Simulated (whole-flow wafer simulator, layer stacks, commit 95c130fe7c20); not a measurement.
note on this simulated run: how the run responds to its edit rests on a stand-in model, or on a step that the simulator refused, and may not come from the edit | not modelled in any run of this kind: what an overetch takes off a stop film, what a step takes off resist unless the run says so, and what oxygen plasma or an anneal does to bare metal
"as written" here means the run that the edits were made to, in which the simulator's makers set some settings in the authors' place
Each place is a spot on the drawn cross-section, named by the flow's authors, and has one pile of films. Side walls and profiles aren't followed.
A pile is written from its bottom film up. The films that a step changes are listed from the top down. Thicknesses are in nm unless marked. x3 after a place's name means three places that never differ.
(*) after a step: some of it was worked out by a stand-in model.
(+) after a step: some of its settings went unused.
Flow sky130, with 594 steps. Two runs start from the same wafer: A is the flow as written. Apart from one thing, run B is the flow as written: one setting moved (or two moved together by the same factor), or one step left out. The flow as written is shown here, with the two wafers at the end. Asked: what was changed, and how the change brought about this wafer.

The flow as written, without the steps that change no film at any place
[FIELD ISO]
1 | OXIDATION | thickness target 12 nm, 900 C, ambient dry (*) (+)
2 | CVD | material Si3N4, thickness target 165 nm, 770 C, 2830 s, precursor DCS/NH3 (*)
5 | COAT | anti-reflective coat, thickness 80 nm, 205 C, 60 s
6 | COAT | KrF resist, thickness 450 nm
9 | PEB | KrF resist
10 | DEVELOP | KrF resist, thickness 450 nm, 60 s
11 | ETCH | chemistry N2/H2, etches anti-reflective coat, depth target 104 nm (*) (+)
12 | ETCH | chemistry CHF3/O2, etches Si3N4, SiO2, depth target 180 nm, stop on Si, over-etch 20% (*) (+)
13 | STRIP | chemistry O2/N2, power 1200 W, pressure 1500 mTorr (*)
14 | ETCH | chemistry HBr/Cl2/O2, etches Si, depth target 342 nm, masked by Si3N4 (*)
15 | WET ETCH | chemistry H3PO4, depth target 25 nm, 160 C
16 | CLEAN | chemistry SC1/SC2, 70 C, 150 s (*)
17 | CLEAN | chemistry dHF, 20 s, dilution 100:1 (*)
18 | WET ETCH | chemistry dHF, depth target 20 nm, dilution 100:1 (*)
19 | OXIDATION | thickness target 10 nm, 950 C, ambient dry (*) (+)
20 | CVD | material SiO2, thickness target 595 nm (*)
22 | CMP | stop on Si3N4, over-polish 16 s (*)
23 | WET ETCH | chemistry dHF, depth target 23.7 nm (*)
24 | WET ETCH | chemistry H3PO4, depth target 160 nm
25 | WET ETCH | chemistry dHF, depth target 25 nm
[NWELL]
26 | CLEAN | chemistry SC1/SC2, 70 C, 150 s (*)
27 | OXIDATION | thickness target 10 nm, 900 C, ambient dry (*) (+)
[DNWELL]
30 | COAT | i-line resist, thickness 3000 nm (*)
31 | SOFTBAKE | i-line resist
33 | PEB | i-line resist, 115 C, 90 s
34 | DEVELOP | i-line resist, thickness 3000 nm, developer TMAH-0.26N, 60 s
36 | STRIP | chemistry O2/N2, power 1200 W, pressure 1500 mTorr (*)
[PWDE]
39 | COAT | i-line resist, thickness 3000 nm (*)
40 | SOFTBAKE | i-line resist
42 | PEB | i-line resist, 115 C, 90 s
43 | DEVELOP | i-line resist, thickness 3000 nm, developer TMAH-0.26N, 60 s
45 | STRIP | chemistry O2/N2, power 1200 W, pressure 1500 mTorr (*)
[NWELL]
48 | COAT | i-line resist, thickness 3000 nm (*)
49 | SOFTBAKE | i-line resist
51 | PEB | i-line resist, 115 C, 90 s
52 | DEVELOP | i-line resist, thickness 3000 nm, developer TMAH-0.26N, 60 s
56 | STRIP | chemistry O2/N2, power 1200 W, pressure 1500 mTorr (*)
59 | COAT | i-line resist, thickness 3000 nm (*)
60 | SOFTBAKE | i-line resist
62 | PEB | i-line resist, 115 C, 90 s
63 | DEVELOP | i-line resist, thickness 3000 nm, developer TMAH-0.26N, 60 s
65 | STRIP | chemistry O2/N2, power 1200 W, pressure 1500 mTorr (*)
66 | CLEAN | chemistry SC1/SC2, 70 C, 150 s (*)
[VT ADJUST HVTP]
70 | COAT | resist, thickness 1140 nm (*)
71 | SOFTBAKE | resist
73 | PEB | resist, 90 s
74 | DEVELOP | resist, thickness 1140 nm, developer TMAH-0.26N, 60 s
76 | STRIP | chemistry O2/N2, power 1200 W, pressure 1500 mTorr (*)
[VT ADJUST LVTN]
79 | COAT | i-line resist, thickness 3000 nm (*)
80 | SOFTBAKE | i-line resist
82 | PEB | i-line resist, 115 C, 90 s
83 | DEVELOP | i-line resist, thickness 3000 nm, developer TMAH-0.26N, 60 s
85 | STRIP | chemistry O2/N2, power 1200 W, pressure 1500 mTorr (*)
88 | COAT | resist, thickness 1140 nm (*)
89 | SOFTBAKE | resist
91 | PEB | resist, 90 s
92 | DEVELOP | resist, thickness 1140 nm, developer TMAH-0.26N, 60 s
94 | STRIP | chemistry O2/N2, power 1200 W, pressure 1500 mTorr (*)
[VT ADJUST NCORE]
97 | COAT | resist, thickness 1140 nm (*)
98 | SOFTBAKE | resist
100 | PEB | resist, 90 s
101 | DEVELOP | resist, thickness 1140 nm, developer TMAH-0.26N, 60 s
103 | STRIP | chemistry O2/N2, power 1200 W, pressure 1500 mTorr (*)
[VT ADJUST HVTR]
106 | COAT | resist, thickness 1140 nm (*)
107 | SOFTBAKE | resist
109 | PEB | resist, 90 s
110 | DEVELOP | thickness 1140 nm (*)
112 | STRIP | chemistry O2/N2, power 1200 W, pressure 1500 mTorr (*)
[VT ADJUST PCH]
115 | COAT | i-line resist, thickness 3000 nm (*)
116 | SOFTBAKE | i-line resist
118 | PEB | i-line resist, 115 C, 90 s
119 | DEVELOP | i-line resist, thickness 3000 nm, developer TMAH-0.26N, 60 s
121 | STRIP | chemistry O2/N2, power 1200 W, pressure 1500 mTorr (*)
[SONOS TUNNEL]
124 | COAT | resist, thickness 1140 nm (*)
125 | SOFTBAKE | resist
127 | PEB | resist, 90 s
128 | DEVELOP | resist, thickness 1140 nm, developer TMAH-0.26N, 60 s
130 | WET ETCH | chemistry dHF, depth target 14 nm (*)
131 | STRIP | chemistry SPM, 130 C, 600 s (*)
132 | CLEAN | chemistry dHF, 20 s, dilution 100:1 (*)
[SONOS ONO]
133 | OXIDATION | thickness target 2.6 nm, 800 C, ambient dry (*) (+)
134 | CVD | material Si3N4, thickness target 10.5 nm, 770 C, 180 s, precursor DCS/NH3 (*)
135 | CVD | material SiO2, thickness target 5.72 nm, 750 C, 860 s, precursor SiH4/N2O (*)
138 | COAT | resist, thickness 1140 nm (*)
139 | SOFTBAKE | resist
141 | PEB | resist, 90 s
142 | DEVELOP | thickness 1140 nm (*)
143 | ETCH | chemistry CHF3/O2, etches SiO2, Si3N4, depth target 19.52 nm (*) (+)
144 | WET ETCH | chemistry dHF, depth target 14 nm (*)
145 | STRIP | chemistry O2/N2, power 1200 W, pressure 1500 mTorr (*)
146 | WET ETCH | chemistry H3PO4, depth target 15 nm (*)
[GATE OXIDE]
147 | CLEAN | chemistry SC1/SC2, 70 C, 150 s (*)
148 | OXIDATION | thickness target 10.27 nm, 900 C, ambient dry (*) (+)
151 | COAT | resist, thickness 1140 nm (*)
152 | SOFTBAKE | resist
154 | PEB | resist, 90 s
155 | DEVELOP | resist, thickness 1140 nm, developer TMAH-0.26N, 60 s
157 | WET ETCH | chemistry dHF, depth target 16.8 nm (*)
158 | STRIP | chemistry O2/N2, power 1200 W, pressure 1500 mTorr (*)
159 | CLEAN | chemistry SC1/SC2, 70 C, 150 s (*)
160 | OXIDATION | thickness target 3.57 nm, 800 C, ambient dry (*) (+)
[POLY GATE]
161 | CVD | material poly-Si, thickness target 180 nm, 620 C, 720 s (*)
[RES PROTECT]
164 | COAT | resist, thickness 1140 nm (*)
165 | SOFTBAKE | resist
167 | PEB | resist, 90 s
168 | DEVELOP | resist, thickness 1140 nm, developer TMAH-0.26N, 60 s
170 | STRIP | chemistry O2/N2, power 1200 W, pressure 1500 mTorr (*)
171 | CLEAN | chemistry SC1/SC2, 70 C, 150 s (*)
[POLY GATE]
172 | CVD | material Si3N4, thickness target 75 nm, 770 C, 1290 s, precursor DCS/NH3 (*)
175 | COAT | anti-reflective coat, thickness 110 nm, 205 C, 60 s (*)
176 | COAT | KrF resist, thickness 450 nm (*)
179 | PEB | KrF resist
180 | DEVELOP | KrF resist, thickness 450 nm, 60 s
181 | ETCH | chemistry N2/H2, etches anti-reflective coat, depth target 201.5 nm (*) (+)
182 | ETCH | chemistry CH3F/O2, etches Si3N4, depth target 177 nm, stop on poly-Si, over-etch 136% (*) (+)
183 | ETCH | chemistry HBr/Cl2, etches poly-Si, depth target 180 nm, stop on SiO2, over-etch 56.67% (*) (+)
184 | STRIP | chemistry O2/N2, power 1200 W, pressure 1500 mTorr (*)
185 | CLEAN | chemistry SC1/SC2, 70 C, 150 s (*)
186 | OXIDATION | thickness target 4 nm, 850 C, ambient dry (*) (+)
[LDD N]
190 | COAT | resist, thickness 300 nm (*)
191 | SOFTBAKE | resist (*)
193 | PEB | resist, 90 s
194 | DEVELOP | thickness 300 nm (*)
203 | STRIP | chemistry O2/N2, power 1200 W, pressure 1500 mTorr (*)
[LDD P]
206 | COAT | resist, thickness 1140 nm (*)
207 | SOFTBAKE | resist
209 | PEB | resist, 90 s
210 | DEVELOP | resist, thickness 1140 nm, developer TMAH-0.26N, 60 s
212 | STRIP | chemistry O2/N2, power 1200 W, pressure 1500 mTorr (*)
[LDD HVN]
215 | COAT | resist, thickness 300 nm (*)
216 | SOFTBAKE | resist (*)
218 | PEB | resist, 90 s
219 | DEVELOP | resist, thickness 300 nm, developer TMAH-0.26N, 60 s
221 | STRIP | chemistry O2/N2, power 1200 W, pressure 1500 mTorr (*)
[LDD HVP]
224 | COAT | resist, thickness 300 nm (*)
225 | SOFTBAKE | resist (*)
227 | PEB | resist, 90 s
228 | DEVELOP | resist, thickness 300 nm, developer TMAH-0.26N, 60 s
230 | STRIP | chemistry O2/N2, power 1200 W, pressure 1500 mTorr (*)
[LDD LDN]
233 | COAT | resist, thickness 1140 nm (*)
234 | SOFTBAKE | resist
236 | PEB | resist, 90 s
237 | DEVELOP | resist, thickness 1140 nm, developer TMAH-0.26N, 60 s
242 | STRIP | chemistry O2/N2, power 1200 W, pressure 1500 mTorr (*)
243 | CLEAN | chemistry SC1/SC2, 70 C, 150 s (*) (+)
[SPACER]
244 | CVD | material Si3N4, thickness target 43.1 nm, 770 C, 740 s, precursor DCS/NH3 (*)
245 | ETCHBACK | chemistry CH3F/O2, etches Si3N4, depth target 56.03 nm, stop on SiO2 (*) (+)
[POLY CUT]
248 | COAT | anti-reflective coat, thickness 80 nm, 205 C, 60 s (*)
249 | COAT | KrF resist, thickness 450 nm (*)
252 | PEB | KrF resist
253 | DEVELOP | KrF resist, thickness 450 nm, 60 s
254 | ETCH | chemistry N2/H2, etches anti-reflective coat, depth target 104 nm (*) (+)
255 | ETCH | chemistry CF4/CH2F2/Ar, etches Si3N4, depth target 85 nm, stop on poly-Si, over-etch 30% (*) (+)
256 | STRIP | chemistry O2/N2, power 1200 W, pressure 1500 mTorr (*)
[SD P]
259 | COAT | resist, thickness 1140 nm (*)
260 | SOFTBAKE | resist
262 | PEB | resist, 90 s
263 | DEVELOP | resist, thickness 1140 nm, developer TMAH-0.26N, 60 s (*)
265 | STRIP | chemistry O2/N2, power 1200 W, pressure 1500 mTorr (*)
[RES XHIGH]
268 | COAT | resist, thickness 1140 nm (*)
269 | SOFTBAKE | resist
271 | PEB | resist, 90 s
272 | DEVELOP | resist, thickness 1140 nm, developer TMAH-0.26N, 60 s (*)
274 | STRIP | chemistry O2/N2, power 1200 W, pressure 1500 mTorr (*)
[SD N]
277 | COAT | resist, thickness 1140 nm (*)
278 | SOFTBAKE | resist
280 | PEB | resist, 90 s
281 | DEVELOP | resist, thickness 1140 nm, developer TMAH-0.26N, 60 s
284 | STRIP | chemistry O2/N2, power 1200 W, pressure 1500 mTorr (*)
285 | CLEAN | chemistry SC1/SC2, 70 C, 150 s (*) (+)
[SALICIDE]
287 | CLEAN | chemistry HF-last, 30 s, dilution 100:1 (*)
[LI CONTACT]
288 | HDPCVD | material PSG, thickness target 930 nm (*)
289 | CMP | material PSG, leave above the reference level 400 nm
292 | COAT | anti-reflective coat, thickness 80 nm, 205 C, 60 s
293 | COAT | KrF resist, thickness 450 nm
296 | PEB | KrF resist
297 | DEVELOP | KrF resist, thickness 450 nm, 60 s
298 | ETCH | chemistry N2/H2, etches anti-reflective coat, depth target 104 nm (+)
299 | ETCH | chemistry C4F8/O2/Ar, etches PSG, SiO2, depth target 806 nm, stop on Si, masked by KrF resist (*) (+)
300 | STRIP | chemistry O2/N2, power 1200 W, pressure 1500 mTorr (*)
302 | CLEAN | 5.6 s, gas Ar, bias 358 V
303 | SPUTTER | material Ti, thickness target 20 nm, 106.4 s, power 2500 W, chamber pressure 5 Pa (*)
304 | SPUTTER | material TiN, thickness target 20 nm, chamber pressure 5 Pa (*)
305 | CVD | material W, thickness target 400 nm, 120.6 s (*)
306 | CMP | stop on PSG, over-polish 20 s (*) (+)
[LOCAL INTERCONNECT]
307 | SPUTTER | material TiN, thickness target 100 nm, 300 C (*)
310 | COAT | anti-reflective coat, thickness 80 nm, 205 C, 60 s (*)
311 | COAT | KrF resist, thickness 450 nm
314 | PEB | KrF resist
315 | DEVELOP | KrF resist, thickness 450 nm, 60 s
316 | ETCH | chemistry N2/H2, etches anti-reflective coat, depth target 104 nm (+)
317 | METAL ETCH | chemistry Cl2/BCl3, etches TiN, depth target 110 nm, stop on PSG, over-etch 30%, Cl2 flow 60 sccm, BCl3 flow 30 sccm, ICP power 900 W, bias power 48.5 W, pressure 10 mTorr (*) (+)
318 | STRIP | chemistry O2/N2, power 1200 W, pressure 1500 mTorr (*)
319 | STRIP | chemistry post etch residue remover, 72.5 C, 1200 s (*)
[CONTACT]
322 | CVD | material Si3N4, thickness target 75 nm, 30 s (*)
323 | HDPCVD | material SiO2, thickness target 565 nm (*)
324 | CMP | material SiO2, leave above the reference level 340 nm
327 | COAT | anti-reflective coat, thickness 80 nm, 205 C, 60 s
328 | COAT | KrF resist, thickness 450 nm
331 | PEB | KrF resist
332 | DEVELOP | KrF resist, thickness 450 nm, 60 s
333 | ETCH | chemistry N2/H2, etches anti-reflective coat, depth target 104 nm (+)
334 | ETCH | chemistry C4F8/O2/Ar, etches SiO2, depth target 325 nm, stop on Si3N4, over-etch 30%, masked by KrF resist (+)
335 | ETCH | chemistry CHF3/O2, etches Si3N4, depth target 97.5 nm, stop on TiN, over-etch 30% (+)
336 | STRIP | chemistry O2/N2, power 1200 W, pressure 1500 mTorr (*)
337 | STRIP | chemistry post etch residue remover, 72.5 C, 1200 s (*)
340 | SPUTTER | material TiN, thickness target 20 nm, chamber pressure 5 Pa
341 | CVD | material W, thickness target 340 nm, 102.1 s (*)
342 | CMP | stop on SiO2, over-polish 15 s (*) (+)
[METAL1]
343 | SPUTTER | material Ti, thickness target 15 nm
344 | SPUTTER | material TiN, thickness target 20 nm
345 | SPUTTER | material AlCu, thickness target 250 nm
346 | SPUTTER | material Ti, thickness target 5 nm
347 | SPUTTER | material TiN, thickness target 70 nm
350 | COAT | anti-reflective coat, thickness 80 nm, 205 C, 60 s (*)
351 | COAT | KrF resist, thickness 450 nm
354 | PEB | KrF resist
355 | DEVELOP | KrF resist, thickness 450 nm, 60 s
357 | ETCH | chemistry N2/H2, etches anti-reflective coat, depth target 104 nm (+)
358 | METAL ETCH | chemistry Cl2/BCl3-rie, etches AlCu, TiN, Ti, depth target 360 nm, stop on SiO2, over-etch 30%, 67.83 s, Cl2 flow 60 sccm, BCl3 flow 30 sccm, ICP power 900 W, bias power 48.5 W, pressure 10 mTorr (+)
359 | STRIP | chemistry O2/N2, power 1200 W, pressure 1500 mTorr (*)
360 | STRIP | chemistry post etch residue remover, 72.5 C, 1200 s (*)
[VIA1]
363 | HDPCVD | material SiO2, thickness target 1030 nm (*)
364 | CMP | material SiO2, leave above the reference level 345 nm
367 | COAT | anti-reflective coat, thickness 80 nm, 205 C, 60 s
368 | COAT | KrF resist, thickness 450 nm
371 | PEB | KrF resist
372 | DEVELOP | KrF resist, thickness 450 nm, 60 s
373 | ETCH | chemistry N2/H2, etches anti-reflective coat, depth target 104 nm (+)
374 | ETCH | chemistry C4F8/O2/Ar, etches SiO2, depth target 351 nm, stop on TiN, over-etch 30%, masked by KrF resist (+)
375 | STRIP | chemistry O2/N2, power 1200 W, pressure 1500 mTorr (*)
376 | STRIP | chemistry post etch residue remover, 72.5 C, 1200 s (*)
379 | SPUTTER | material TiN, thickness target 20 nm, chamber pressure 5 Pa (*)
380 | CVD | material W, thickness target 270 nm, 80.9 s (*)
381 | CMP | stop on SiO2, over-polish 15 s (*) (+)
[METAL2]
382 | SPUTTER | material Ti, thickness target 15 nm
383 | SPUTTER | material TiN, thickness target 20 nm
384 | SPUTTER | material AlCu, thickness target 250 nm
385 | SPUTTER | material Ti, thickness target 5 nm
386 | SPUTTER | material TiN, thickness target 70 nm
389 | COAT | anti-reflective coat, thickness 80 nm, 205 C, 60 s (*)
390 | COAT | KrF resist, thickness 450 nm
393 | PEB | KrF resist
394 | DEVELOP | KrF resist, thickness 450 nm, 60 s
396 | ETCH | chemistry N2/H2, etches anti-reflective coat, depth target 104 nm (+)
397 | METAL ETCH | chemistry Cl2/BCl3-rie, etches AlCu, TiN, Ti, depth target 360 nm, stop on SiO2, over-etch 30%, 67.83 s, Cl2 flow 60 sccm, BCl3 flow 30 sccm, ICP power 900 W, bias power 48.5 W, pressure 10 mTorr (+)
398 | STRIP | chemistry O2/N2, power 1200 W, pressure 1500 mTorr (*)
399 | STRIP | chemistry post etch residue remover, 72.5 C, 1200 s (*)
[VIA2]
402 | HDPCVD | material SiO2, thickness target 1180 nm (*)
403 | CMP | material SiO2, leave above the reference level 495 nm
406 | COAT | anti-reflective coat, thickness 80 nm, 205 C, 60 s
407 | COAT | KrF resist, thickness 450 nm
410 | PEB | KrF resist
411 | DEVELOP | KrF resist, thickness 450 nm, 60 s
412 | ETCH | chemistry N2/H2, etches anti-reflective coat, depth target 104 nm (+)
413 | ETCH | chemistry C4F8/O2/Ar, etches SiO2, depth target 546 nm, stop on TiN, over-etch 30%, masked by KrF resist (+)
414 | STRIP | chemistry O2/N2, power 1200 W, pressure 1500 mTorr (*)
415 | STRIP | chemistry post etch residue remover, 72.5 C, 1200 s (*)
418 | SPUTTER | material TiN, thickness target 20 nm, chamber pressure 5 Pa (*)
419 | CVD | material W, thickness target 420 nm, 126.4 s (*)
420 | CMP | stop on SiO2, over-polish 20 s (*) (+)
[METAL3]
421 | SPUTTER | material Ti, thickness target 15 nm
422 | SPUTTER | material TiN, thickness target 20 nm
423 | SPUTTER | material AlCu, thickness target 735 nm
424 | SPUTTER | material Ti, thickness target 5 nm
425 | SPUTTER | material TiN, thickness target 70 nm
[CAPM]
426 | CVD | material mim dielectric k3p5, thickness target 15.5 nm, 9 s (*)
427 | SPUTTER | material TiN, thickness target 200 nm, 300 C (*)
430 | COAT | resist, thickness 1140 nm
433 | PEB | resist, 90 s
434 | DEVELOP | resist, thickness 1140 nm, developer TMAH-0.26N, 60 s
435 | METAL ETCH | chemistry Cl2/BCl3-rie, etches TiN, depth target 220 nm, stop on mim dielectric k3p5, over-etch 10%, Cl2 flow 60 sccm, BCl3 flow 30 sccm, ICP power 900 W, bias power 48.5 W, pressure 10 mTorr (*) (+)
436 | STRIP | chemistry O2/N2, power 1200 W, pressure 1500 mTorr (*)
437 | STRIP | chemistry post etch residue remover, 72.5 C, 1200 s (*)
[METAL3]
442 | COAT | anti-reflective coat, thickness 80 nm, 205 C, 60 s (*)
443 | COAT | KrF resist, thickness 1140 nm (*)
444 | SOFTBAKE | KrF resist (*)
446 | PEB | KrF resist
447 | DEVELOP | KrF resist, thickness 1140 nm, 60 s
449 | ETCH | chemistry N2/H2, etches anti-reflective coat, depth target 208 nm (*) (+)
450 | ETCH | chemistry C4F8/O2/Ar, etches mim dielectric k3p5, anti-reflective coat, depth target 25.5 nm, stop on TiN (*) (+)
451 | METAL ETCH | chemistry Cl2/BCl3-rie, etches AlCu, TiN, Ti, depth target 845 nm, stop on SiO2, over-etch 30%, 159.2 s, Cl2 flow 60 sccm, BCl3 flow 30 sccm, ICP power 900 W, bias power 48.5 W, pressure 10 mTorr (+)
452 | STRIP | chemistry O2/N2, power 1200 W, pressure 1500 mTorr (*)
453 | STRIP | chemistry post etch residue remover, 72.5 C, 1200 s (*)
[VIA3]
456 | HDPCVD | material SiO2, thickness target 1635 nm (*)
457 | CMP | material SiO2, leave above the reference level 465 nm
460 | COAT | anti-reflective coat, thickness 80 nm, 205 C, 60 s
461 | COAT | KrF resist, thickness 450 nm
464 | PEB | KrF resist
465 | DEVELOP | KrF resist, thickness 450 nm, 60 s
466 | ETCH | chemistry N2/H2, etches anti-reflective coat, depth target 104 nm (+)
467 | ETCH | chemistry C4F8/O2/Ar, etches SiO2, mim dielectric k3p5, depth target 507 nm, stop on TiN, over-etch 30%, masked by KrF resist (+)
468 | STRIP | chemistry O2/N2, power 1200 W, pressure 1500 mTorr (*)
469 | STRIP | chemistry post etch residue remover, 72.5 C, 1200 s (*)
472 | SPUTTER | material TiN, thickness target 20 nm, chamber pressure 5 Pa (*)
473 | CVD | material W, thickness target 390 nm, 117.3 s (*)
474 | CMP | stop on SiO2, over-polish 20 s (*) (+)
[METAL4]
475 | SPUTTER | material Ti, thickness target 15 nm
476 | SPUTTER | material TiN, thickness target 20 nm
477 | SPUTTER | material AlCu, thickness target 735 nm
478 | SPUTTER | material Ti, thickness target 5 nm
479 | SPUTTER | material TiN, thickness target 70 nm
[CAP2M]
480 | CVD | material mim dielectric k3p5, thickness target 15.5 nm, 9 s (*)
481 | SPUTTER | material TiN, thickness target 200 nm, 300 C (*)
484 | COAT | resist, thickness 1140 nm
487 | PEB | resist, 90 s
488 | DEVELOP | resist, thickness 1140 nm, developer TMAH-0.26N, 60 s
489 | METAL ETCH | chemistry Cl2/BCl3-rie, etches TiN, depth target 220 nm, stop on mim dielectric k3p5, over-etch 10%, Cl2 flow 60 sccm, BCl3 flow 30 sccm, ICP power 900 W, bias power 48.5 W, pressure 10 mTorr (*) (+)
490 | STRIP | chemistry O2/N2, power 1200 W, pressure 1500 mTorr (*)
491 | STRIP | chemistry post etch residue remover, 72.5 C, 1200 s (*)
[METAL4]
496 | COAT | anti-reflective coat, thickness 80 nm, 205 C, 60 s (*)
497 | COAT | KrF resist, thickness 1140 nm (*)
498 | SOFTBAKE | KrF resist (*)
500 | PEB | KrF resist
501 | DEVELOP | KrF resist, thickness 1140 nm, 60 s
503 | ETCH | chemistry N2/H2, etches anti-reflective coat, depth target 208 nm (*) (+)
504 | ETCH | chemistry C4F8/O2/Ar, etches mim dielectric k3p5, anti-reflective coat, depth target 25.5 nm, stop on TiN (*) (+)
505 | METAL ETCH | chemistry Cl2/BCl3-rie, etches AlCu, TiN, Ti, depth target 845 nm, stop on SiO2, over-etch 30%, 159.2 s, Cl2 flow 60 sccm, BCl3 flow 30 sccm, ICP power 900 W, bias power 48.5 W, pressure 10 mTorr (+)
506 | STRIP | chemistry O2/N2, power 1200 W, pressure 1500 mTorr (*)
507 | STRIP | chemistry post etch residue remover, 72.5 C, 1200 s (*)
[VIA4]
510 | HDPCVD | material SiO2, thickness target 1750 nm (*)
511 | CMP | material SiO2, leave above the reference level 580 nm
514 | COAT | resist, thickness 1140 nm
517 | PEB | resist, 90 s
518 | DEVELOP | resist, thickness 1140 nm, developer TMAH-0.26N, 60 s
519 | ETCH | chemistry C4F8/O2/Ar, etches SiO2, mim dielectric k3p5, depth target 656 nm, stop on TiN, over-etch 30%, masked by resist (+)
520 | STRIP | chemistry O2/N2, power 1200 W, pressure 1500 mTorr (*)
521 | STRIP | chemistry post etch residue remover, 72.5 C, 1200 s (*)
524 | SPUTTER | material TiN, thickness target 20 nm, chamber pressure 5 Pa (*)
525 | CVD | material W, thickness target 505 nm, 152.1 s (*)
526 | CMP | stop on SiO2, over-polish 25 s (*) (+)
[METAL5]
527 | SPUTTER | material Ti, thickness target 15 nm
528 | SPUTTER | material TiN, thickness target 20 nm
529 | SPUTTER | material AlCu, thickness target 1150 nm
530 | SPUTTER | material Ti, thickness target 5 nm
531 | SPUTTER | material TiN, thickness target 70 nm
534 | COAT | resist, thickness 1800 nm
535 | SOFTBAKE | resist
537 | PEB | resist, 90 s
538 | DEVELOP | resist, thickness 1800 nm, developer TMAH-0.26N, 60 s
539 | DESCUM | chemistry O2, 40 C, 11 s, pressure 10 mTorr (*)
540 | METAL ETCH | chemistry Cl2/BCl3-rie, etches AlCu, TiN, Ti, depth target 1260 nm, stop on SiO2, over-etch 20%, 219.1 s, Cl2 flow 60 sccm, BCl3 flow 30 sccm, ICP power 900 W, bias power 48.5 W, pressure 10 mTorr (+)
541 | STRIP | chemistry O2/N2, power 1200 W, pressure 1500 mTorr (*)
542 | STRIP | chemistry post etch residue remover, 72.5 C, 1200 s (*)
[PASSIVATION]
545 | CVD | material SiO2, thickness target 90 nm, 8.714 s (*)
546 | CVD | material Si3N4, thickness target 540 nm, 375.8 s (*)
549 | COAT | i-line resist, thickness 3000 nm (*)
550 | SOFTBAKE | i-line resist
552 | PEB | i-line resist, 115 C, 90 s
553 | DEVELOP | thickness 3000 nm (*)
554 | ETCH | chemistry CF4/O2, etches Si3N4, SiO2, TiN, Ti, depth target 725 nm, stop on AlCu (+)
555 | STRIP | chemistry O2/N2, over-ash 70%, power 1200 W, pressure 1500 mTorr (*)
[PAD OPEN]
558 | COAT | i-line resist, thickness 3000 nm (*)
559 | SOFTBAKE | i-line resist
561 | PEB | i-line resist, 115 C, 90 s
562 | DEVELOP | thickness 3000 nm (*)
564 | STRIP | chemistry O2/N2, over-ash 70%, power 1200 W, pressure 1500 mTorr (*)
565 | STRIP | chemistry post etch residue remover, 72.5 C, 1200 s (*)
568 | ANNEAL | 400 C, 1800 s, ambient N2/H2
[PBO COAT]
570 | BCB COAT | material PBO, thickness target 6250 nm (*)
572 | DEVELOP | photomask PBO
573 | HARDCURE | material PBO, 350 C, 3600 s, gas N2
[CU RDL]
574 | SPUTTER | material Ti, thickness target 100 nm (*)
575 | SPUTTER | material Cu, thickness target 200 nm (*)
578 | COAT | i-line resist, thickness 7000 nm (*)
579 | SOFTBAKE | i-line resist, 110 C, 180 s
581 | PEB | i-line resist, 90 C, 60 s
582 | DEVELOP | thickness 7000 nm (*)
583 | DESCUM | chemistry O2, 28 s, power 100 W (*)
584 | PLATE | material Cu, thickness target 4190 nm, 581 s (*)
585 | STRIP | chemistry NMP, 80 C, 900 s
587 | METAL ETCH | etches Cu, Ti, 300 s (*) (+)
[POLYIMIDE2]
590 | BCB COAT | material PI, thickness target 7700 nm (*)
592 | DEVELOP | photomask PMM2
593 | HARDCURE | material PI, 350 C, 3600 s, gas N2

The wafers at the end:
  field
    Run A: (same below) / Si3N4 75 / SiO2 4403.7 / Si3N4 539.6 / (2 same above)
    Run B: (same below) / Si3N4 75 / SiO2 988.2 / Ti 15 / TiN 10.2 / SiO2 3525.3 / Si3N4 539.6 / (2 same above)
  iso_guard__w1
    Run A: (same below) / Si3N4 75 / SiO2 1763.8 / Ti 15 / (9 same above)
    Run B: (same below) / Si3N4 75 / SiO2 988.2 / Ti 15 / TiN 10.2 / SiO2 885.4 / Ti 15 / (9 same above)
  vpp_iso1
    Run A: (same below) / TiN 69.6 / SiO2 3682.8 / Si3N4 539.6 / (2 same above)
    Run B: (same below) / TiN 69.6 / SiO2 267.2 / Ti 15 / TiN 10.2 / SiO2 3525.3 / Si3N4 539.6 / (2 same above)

What caused this: step 383, SPUTTER: thickness target 30 nm was run, whereas the flow has thickness target 20 nm; step 384, SPUTTER: thickness target 375 nm was run, where the flow has thickness target 250 nm.

The path from the change to this, step by step:
  383 | SPUTTER | material TiN, thickness target 20 nm
      field, active, n_well and 188 more: A TiN gains 20 (new film) | B TiN gains 30 (new film)
  384 | SPUTTER | material AlCu, thickness target 250 nm
      field, active, n_well and 188 more: A AlCu gains 250 (new film) | B AlCu gains 375 (new film)
  397 | METAL ETCH | chemistry Cl2/BCl3-rie, etches AlCu, TiN, Ti, depth target 360 nm, stop on SiO2, over-etch 30%, 67.83 s, Cl2 flow 60 sccm, BCl3 flow 30 sccm, ICP power 900 W, bias power 48.5 W, pressure 10 mTorr (+)
      field, active, gate and 82 more: A TiN loses 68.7 (all of it), Ti loses 5 (all of it), AlCu loses 250 (all of it), TiN loses 20 (all of it), Ti loses 15 (all of it), SiO2 loses 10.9 | B TiN loses 68.7 (all of it), Ti loses 5 (all of it), AlCu loses 375 (all of it), TiN loses 19.3
  402 | HDPCVD | material SiO2, thickness target 1180 nm (*)
      field, active, gate and 82 more: A SiO2 gains 1180 | B SiO2 gains 1180 (new film)
  403 | CMP | material SiO2, leave above the reference level 495 nm
      field, active, gate and 82 more: A SiO2 loses 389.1 | B SiO2 loses 290.2
If metal films that touch count as one body, field has 1 body; the flow as written gives 0 bodies.
If metal films that touch count as one body, iso_guard__w1 has 2 bodies (between them, from the top down: SiO2 885.4); the flow as written gives 1 body.
If metal films that touch count as one body, vpp_iso1 has 2 bodies (between them, from the top down: SiO2 267.2); the flow as written gives 1 body.
